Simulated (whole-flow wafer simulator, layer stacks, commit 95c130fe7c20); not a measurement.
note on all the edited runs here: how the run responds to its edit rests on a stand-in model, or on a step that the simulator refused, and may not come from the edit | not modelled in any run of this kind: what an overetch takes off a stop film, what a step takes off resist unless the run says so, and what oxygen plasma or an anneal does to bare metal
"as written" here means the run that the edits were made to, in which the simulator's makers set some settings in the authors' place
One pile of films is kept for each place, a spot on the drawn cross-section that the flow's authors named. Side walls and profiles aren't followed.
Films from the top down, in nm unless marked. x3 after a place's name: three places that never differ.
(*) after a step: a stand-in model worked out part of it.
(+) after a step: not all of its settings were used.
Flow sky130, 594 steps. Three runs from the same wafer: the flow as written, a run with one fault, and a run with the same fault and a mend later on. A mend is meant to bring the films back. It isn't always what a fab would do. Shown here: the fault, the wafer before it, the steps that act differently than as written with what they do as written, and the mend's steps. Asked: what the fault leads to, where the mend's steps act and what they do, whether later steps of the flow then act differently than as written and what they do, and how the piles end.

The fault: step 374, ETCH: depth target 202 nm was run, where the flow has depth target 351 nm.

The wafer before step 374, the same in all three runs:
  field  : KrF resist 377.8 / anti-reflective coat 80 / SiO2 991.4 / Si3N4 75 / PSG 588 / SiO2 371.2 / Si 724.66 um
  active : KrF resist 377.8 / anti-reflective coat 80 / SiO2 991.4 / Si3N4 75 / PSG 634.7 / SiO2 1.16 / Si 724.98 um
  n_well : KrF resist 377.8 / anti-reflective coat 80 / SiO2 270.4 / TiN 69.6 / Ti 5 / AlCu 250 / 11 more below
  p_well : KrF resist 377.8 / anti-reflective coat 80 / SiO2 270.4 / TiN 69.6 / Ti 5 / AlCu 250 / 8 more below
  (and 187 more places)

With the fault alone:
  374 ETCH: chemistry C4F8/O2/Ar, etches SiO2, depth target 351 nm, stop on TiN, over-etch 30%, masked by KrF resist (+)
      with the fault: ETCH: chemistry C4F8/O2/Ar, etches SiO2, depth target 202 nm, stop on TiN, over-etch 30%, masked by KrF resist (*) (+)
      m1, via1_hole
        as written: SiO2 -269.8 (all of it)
        with the fault: SiO2 -202
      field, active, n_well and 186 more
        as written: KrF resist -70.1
        with the fault: KrF resist -40.4
  Later steps of the flow that act differently than as written (8 more steps differ only slightly, by at most 2% or 0.5 nm, whichever is larger, and aren't shown):
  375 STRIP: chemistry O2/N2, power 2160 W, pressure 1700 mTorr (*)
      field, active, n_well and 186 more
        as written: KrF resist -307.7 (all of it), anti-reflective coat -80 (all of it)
        with the fault: KrF resist -337.4 (all of it), anti-reflective coat -80 (all of it)
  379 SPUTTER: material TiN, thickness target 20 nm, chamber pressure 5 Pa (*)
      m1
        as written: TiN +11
        with the fault: TiN +12.3 (new film)
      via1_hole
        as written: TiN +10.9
        with the fault: TiN +12.3 (new film)
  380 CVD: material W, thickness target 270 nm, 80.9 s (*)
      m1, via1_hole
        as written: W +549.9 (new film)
        with the fault: W +480.3 (new film)
  At the end the piles differ from the flow's by more than 2% or 0.5 nm, whichever is larger, at m1, via1_hole.
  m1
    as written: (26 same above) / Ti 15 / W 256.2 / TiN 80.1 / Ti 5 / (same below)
    with the fault: (26 same above) / Ti 15 / W 186.7 / TiN 12.3 / SiO2 67.8 / TiN 69.6 / Ti 5 / (same below)
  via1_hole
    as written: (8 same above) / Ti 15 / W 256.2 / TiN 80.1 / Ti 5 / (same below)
    with the fault: (8 same above) / Ti 15 / W 186.7 / TiN 12.3 / SiO2 67.8 / TiN 69.6 / Ti 5 / (same below)

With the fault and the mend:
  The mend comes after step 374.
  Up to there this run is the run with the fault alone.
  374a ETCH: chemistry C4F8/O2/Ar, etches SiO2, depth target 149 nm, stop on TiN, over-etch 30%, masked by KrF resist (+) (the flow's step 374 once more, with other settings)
      field, active, n_well and 186 more
        KrF resist -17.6
      m1, via1_hole
        SiO2 -67.8 (all of it)
  Later steps of the flow that act differently than as written:
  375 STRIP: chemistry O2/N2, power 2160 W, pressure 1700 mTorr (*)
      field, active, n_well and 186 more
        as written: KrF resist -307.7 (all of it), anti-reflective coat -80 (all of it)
        with the mend: KrF resist -319.8 (all of it), anti-reflective coat -80 (all of it)
  At the end the piles are the same as the flow's at every place that both follow.
